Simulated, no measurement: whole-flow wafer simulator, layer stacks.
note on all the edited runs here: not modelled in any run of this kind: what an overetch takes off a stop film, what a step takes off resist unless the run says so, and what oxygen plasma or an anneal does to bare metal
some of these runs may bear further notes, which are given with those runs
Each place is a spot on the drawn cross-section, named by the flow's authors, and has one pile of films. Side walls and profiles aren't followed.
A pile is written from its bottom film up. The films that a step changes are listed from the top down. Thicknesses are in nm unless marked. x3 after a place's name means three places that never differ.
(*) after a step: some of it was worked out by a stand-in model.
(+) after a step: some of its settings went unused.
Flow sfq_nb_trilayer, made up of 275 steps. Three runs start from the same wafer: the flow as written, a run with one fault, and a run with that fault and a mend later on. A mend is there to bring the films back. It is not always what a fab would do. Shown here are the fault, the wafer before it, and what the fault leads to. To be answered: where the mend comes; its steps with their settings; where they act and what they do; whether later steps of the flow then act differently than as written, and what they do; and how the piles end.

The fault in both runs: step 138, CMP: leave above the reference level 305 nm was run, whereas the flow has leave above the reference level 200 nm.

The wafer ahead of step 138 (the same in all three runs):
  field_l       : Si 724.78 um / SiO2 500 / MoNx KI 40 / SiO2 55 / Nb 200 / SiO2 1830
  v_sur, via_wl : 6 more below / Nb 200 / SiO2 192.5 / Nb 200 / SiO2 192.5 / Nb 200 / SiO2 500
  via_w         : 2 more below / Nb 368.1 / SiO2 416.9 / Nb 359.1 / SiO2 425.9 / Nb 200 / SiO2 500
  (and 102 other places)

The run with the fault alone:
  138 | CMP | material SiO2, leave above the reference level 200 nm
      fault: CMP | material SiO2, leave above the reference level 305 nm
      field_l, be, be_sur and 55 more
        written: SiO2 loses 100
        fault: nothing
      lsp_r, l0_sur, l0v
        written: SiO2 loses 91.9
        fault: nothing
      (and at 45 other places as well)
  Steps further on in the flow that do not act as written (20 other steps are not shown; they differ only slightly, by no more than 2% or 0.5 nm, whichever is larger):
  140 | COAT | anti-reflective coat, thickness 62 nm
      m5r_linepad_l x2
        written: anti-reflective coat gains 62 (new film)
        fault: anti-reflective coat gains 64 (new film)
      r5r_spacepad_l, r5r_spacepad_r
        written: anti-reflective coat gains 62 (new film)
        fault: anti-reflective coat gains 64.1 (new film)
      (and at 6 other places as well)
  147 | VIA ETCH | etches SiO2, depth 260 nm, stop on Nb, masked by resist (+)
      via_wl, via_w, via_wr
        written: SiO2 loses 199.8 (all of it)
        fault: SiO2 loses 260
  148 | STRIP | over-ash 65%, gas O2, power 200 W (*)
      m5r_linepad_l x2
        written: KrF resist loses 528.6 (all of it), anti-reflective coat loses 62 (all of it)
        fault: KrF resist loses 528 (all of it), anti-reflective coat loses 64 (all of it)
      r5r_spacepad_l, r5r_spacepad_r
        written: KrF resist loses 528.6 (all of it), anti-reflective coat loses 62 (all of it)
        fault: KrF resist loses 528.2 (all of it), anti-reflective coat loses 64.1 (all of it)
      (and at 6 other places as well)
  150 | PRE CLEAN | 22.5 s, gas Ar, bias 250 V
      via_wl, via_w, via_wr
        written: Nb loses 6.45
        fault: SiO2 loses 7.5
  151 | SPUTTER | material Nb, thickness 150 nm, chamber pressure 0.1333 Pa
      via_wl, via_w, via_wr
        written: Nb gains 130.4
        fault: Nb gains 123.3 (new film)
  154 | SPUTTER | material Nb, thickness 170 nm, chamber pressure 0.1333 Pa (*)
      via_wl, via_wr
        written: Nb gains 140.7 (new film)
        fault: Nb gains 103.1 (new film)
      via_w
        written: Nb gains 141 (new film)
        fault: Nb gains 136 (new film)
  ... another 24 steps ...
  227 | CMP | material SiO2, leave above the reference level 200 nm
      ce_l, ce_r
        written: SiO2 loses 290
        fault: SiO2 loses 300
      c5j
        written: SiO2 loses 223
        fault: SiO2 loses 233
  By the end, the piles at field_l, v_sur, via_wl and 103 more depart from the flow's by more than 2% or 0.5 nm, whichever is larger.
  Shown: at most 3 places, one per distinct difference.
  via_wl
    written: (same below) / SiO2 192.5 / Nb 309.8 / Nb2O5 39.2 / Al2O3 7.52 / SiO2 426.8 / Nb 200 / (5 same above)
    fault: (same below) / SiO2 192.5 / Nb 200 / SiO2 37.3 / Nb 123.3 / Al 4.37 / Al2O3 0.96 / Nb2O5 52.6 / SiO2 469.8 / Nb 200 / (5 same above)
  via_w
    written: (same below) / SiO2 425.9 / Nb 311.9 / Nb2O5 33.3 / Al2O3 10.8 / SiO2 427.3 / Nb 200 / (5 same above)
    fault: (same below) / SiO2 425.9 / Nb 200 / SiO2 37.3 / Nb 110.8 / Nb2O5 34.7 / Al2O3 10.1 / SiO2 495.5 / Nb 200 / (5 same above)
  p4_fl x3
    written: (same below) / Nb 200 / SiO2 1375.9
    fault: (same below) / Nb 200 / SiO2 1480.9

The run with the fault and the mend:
  The mend stands after step 139.
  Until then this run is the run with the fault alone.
  139a | CMP | material SiO2, leave above the reference level 200 nm (a further turn of the flow's step 138)
      field_l, be, be_sur and 55 more
        SiO2 loses 100
      v_sur, via_wl, via_w and 42 more
        SiO2 loses 105
      lsp_r, l0_sur, l0v
        SiO2 loses 91.9
  Every later step of the flow that is run acts as written at every place that is followed.
  At every place that both follow, the piles at the end match the flow's.
